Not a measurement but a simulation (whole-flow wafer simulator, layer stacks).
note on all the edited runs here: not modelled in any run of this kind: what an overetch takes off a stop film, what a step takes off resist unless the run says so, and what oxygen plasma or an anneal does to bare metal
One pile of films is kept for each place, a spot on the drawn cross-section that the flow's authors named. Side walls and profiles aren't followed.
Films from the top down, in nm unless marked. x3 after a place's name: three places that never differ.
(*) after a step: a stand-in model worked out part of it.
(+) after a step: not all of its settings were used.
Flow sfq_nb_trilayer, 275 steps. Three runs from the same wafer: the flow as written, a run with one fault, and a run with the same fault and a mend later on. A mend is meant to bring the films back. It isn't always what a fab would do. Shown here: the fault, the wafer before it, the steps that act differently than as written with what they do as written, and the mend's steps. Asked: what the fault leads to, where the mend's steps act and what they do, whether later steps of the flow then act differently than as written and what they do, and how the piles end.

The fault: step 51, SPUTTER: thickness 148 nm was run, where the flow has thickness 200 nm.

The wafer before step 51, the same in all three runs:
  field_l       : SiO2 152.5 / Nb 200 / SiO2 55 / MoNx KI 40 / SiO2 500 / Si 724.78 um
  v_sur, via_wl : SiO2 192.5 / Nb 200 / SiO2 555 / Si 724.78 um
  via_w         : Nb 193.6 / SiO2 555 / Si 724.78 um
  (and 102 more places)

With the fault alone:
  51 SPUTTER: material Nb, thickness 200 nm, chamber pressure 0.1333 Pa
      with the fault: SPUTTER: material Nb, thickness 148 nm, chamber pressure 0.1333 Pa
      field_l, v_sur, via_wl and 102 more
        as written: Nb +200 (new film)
        with the fault: Nb +148 (new film)
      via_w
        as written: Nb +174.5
        with the fault: Nb +129.8
  Later steps of the flow that act differently than as written (3 more steps differ only slightly, by at most 2% or 0.5 nm, whichever is larger, and aren't shown):
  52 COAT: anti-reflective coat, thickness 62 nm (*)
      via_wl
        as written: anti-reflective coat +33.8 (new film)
        with the fault: anti-reflective coat +32.9 (new film)
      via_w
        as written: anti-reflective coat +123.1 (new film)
        with the fault: anti-reflective coat +120.6 (new film)
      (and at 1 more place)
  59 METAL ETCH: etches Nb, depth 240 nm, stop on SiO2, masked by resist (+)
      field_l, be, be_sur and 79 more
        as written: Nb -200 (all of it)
        with the fault: Nb -148 (all of it)
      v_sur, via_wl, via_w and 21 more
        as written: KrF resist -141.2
        with the fault: KrF resist -130.6
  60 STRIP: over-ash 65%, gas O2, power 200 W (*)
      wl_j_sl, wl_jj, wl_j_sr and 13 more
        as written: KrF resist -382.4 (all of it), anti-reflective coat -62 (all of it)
        with the fault: KrF resist -393 (all of it), anti-reflective coat -62 (all of it)
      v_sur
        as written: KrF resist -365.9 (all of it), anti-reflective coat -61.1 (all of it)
        with the fault: KrF resist -376.9 (all of it), anti-reflective coat -60.9 (all of it)
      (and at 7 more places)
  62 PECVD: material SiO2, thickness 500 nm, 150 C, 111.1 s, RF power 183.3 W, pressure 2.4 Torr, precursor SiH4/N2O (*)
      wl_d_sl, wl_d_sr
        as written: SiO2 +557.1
        with the fault: SiO2 +505.1
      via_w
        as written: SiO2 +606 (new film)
        with the fault: SiO2 +593.1 (new film)
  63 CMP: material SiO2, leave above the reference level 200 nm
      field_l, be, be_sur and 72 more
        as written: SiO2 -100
        with the fault: SiO2 -152
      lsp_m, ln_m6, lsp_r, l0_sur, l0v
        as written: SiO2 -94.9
        with the fault: SiO2 -152
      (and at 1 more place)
  At the end the piles differ from the flow's by more than 2% or 0.5 nm, whichever is larger, at v_sur, via_wl, via_w and 86 more.
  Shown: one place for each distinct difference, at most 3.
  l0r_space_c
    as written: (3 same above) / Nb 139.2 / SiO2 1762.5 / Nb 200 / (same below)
    with the fault: (3 same above) / Nb 139.2 / SiO2 1710.5 / Nb 200 / (same below)
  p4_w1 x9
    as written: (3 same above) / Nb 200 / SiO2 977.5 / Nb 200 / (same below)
    with the fault: (3 same above) / Nb 200 / SiO2 925.5 / Nb 200 / (same below)
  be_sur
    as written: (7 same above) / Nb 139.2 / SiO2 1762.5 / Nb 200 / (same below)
    with the fault: (7 same above) / Nb 139.2 / SiO2 1710.5 / Nb 200 / (same below)

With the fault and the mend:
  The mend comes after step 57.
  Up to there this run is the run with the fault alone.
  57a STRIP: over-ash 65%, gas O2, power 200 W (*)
      p4_fl x3, p4_w1 x9, p4_g1 x2 and 47 more
        anti-reflective coat -62 (all of it)
      wl_j_sl, wl_jj, wl_j_sr and 13 more
        KrF resist -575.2 (all of it), anti-reflective coat -62 (all of it)
      r_sur, res, r_end and 8 more
        anti-reflective coat -61.8 (all of it)
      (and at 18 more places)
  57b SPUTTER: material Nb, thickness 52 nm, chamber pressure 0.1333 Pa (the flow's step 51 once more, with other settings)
      field_l, v_sur, via_wl and 102 more
        Nb +52
      via_w
        Nb +41.1
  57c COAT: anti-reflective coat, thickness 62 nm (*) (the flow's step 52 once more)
      p4_fl x3, p4_w1 x9, p4_g1 x2 and 63 more
        anti-reflective coat +62 (new film)
      r_sur, res, r_end and 9 more
        anti-reflective coat +61.8 (new film)
      jj_sur, ce_l, c5j, ce_r, sp_r, be_r
        anti-reflective coat +61.7 (new film)
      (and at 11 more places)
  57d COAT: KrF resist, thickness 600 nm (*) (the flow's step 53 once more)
      p4_fl x3, p4_w1 x9, p4_g1 x2 and 63 more
        KrF resist +600 (new film)
      res, r_end, moat, field_r, l0_sur
        KrF resist +599.4 (new film)
      lsp_l, ln_m5, lsp_m, ln_m6, lsp_r
        KrF resist +599.5 (new film)
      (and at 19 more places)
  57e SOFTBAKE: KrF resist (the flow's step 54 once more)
      changes no film at any place that is followed
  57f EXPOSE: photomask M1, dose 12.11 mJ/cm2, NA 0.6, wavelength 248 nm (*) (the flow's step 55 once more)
      changes no film at any place that is followed
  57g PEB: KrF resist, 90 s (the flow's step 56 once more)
      wire, be, be_sur and 96 more
        KrF resist -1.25
      field_l, via_v
        KrF resist -1.24
      via_wl, via_wr
        KrF resist -1.26
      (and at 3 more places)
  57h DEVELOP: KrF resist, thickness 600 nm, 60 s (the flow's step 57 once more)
      p4_fl x3, p4_w1 x9, p4_g1 x2 and 47 more
        KrF resist -598.7 (all of it)
      v_sur, via_wl, via_w and 21 more
        KrF resist -23.5
      moat, field_r, lsp_l, lsp_m, ln_m6, lsp_r, l0_sur
        KrF resist -598.2 (all of it)
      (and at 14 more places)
  No later step of the flow acts differently than as written, at any place that is followed, by more than 2% or 0.5 nm, whichever is larger.
  At the end the piles differ from the flow's only slightly at the places that both follow, by at most 2% or 0.5 nm, whichever is larger.
